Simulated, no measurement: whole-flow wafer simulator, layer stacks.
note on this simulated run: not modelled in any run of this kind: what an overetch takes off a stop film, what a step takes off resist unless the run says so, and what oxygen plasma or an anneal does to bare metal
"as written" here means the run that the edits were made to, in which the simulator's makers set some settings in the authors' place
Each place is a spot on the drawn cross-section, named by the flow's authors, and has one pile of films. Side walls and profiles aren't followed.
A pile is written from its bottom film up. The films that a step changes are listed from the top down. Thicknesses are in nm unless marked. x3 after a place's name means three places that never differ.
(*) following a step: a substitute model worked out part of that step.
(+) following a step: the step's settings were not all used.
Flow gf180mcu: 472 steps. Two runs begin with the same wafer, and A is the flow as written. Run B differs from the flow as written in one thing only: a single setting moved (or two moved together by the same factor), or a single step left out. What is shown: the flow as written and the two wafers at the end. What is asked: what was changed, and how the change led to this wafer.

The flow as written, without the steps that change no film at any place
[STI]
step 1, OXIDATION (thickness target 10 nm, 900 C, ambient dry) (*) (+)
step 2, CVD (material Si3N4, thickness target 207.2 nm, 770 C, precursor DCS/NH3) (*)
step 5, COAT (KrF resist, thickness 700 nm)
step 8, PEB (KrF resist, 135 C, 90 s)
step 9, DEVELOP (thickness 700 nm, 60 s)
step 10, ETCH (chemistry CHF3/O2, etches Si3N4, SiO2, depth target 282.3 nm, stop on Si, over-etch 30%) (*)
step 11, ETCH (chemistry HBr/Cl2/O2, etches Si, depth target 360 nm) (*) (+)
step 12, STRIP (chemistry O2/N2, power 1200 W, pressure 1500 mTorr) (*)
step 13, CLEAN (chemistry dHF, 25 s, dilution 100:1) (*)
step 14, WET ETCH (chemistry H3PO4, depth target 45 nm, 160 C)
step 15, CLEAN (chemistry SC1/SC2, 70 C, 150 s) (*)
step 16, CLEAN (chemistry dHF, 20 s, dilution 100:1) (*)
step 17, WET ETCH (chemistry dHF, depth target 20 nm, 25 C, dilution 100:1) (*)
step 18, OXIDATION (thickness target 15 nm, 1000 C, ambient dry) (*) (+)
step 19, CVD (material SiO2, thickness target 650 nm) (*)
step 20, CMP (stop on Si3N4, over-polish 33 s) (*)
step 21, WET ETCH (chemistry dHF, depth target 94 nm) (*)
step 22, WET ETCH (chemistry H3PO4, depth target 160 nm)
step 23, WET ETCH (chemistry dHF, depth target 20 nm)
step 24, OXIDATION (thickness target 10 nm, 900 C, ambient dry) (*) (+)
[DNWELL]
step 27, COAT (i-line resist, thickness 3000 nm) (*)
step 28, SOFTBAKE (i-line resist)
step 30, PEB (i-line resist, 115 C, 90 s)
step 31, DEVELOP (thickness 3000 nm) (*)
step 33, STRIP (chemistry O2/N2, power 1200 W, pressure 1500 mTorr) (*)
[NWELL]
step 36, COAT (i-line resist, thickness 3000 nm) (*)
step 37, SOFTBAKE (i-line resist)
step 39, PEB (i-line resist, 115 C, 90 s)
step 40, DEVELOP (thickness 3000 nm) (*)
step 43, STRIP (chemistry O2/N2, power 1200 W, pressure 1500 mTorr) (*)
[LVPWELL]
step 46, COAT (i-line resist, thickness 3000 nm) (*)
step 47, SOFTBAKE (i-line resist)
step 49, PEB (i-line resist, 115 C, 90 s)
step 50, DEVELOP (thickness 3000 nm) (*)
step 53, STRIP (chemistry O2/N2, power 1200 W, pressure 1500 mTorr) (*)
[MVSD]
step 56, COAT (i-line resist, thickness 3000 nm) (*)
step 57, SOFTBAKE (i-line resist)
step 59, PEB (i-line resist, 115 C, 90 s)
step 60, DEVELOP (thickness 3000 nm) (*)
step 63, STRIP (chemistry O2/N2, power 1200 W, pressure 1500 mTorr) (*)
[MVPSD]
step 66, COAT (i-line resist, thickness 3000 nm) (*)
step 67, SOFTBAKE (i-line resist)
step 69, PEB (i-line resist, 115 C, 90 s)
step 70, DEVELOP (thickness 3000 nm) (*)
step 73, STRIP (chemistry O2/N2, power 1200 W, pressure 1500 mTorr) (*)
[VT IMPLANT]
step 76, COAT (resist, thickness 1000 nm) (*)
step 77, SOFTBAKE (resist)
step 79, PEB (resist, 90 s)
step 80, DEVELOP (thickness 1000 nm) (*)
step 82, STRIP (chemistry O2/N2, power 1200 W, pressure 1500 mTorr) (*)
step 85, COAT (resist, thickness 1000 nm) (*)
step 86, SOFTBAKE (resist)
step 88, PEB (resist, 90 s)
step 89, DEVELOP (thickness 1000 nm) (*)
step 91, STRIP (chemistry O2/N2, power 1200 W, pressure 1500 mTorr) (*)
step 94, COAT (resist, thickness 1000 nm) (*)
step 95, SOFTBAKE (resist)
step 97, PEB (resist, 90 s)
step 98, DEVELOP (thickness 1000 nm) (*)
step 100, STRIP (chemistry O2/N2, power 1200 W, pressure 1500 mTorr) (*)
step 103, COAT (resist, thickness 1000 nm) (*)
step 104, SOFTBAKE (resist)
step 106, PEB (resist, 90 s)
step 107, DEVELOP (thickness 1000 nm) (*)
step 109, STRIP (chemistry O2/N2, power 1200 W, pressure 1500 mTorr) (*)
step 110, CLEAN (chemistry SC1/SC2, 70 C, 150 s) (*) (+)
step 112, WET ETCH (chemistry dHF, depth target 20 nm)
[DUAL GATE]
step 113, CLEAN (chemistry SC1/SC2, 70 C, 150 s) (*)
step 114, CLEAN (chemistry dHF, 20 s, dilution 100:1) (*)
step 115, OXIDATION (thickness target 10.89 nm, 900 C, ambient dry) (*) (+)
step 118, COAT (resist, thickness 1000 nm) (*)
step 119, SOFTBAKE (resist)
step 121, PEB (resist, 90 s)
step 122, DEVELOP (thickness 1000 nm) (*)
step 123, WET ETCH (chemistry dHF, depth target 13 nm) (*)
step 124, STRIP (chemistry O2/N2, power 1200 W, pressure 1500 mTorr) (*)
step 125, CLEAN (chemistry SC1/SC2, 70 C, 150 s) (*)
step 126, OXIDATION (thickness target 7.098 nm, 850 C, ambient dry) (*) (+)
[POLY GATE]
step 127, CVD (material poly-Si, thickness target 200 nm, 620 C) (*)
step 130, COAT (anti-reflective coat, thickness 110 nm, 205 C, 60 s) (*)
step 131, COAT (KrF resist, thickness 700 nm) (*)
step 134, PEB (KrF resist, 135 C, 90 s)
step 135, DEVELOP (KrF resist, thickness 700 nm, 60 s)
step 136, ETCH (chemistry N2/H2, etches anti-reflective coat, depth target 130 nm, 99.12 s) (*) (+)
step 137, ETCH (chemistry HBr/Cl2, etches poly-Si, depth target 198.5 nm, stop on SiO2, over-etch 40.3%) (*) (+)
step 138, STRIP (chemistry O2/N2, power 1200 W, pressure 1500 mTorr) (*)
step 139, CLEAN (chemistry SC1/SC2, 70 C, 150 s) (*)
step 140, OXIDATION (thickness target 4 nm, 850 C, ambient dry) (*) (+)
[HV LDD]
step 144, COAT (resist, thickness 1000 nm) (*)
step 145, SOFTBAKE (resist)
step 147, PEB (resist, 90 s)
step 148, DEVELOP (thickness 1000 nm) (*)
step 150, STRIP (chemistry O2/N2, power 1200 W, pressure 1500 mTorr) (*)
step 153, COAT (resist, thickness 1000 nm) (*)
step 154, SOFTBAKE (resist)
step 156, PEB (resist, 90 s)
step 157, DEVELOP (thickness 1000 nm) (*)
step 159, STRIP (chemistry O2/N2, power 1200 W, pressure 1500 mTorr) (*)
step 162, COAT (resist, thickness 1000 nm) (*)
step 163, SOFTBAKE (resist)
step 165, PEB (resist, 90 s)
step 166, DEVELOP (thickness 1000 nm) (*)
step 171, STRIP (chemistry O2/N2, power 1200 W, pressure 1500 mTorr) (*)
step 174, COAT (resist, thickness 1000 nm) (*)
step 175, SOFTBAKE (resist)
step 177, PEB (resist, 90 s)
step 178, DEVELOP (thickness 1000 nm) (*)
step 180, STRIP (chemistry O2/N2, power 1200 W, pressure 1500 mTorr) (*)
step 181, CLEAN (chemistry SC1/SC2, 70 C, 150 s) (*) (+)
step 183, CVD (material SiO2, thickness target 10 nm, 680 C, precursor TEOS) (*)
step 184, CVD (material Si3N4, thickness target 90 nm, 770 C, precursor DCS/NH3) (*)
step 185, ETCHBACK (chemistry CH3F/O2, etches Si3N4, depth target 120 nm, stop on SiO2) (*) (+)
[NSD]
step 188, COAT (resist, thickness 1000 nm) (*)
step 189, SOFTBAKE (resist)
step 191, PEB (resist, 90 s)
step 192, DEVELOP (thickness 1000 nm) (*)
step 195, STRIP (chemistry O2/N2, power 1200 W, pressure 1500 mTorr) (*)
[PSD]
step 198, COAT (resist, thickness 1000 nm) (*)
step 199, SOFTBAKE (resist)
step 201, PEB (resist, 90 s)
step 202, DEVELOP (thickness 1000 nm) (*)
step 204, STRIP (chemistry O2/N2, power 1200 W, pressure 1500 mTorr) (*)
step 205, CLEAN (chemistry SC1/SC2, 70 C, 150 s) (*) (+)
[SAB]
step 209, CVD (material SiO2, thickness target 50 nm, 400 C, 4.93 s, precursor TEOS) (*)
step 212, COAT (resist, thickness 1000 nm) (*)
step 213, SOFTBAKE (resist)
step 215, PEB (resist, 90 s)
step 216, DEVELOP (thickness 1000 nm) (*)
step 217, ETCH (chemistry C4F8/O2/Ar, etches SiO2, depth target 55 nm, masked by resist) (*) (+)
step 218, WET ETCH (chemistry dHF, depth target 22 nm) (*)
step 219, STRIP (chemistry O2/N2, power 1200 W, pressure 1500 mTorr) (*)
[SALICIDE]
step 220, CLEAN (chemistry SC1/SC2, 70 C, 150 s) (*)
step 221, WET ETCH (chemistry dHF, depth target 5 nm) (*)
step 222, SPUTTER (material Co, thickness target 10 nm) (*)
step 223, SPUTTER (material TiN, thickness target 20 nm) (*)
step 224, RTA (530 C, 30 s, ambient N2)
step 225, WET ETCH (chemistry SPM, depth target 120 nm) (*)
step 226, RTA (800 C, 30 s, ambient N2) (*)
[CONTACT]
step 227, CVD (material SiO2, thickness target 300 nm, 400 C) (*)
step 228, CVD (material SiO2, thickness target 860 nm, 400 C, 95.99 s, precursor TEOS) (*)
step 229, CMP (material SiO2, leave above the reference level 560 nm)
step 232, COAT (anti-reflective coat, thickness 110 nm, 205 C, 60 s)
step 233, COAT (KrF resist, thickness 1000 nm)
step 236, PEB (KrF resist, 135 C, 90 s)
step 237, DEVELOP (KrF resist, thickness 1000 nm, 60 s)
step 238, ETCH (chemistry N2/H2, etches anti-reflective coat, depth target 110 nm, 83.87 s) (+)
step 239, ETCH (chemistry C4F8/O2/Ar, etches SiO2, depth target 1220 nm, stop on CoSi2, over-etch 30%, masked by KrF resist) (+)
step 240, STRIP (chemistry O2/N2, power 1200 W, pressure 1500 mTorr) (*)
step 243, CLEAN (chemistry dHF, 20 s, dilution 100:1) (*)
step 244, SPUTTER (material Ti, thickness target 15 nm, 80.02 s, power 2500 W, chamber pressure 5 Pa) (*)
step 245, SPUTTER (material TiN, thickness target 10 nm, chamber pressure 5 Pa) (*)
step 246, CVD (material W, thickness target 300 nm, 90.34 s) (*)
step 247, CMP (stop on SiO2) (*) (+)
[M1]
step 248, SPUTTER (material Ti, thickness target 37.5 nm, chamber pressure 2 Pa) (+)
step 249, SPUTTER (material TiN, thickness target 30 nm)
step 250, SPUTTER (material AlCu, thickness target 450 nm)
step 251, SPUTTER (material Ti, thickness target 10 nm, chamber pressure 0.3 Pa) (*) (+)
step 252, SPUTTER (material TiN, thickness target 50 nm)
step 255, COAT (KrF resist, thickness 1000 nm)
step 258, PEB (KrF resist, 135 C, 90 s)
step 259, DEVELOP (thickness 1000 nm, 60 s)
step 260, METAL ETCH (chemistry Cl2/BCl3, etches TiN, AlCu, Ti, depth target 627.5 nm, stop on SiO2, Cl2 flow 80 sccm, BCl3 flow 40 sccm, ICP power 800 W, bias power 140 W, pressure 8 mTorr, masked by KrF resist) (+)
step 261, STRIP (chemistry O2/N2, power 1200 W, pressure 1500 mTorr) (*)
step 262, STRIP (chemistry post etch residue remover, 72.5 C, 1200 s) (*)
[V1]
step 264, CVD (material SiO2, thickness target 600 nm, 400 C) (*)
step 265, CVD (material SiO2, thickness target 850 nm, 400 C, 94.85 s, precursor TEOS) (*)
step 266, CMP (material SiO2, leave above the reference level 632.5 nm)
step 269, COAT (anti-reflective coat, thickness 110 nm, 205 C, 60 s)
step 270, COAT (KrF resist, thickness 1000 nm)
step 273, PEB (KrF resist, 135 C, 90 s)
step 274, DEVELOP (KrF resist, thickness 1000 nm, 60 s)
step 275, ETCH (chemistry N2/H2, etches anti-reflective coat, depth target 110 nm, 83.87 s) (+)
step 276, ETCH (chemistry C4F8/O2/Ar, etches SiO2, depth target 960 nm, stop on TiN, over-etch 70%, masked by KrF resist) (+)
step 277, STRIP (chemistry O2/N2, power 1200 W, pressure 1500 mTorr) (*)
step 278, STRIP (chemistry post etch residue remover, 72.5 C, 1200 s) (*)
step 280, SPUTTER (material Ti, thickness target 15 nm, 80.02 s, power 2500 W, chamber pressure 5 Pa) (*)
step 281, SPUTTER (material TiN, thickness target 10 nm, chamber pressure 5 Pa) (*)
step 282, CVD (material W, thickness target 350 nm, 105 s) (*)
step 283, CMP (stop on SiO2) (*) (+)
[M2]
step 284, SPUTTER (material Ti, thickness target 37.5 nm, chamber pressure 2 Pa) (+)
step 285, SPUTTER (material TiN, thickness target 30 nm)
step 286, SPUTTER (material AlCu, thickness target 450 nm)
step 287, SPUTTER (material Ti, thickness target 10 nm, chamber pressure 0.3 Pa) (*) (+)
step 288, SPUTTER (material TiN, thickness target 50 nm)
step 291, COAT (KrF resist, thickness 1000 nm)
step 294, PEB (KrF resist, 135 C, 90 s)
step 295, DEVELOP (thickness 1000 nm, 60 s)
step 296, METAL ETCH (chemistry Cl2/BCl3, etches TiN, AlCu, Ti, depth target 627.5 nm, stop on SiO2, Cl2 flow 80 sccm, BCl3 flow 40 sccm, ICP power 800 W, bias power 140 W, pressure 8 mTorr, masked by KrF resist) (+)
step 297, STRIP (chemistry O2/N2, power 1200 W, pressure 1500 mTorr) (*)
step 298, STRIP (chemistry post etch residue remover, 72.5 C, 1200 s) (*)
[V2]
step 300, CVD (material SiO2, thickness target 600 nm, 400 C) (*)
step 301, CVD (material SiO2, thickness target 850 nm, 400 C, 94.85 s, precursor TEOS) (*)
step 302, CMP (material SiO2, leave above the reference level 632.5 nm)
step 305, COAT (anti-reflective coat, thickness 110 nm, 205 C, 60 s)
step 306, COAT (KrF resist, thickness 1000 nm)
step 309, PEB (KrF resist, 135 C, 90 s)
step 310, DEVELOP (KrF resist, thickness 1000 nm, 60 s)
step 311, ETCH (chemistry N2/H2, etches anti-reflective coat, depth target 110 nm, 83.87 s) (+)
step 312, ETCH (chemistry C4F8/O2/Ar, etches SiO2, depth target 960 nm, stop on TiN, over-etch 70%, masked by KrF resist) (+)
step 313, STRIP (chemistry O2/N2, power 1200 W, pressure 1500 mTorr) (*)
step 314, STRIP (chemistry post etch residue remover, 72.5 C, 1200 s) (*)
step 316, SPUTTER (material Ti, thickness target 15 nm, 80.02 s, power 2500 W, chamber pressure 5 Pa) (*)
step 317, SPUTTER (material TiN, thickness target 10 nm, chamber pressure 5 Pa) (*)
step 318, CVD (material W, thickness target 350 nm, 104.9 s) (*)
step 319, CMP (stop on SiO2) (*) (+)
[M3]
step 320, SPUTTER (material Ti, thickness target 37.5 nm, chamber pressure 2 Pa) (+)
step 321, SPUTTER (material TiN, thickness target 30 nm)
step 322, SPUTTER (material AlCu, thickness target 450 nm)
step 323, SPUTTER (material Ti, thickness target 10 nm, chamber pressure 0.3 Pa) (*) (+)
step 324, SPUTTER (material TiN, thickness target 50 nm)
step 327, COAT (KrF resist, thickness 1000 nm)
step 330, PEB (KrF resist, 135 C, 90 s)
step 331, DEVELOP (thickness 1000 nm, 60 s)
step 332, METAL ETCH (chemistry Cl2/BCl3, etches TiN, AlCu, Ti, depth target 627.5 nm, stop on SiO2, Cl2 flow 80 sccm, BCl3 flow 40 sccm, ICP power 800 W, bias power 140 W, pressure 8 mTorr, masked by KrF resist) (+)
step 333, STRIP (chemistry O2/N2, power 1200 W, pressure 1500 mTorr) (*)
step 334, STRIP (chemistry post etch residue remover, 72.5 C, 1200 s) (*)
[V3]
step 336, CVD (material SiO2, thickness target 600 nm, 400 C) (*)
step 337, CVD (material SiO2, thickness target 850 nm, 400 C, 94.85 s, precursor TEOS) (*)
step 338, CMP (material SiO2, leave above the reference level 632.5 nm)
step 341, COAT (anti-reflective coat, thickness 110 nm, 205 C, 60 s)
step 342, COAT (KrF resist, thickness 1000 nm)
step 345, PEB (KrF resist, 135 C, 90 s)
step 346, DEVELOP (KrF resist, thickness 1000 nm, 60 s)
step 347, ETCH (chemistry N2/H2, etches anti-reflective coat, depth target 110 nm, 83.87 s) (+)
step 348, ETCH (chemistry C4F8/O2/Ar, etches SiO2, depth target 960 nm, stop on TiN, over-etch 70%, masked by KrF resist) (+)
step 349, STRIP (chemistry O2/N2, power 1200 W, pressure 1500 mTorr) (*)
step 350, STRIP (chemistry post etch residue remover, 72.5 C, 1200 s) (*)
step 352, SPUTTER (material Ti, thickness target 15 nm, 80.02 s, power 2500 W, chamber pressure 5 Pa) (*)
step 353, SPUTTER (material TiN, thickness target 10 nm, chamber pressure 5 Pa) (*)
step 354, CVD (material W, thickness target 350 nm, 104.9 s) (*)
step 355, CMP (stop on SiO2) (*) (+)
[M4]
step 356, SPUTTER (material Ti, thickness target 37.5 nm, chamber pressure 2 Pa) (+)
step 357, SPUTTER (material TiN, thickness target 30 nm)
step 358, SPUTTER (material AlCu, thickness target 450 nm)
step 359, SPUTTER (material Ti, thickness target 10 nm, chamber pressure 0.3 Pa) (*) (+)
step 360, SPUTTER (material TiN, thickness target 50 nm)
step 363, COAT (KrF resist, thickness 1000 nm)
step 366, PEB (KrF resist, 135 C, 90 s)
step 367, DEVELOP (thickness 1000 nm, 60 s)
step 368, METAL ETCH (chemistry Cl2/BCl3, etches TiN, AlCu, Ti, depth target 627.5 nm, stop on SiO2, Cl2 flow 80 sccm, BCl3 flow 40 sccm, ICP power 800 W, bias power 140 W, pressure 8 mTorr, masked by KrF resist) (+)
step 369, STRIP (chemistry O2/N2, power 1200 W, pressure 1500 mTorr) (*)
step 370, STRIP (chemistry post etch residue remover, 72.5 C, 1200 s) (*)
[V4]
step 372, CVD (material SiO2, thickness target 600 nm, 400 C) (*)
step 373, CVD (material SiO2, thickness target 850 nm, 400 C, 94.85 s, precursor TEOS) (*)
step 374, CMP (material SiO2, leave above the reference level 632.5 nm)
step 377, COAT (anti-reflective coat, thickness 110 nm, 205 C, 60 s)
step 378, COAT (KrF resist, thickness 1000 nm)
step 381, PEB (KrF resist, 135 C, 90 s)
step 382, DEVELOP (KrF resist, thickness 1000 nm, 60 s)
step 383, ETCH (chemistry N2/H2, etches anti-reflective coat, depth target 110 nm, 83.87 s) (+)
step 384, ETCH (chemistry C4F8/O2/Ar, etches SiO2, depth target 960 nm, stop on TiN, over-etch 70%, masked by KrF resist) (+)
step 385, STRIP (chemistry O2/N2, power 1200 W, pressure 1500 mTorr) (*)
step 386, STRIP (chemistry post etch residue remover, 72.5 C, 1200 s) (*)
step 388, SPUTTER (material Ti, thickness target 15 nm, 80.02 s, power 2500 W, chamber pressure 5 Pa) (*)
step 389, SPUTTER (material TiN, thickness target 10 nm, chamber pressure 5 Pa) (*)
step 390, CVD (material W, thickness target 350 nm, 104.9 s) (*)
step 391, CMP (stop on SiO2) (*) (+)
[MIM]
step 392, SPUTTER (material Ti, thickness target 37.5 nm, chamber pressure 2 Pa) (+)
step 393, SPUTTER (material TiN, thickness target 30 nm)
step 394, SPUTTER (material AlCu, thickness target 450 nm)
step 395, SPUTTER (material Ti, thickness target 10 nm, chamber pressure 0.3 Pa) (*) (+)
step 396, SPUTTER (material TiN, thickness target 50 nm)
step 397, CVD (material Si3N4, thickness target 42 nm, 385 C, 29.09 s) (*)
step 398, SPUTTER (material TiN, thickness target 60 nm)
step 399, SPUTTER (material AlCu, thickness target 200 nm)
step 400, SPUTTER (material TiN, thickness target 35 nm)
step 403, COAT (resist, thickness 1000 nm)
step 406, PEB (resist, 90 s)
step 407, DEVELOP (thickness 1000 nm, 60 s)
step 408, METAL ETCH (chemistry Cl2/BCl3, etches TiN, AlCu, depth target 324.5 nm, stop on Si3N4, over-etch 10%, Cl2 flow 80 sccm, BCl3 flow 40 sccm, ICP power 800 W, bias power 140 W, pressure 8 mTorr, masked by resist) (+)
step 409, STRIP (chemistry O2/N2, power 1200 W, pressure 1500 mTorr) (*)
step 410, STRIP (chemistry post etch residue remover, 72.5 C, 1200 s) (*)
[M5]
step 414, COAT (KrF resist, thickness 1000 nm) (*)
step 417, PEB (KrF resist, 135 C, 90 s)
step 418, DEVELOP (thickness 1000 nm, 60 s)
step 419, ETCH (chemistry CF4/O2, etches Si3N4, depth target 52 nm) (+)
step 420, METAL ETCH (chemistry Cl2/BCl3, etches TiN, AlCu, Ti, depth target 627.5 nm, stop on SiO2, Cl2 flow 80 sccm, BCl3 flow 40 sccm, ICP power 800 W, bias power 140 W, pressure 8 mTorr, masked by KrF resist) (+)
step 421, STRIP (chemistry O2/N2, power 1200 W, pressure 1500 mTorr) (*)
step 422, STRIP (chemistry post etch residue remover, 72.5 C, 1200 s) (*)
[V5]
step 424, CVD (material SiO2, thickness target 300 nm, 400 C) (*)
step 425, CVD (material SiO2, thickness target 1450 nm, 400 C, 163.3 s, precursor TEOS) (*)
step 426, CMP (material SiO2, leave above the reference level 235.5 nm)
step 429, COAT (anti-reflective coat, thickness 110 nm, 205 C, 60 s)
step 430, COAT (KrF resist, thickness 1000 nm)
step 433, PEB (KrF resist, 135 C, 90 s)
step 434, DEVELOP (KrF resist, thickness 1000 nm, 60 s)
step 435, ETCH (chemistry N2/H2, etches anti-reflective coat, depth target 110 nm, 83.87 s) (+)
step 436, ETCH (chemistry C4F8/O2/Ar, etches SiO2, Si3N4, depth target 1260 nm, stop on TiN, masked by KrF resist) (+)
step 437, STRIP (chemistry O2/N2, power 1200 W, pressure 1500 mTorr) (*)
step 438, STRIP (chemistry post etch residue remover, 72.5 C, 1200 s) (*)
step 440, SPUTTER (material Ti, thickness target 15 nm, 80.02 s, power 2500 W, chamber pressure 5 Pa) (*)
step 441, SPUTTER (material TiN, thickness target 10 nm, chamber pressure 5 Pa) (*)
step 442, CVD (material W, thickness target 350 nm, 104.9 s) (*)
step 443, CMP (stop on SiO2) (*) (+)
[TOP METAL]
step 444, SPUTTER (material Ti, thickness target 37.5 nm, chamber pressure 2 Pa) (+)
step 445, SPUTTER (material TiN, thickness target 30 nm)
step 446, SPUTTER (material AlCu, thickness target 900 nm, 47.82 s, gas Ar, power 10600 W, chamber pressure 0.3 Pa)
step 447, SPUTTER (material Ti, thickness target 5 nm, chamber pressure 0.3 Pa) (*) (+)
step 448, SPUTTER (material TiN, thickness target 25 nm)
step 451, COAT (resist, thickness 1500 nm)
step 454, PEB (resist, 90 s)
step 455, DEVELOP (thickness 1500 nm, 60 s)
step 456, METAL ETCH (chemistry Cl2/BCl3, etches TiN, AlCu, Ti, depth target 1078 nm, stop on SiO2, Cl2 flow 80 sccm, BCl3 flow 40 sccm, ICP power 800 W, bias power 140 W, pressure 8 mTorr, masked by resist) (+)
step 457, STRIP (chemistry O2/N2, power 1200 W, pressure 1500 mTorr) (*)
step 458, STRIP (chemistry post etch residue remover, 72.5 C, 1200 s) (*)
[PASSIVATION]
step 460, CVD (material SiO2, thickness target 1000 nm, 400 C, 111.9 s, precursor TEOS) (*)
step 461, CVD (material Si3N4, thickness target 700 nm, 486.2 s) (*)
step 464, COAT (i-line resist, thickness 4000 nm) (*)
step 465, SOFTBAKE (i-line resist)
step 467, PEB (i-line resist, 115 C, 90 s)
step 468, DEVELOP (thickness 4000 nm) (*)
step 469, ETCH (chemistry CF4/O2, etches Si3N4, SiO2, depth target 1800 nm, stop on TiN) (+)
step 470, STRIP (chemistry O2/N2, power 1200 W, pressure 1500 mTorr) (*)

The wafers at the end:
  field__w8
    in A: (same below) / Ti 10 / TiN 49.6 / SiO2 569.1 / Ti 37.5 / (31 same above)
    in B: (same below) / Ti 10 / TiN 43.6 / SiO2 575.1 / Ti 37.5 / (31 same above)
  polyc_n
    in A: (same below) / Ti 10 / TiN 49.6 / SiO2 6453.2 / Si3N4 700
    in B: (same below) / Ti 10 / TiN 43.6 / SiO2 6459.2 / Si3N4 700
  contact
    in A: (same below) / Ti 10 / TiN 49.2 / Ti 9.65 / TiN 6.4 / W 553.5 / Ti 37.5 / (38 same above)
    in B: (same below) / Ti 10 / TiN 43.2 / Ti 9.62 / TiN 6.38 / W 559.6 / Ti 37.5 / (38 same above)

The reason: step 252, SPUTTER: thickness target 44 nm was run, while the flow as written has thickness target 50 nm.

Step by step, how the change led to this:
  step 252, SPUTTER (material TiN, thickness target 50 nm)
      field, field__w1, field__w2 and 108 more: A TiN gains 50 (new film) | B TiN gains 44 (new film)
  step 260, METAL ETCH (chemistry Cl2/BCl3, etches TiN, AlCu, Ti, depth target 627.5 nm, stop on SiO2, Cl2 flow 80 sccm, BCl3 flow 40 sccm, ICP power 800 W, bias power 140 W, pressure 8 mTorr, masked by KrF resist) (+)
      field, field__w1, field__w2 and 99 more: A TiN loses 50 (all of it), Ti loses 10 (all of it), AlCu loses 450 (all of it), TiN loses 30 (all of it), Ti loses 37.5 (all of it) | B TiN loses 44 (all of it), Ti loses 10 (all of it), AlCu loses 450 (all of it), TiN loses 30 (all of it), Ti loses 37.5 (all of it)
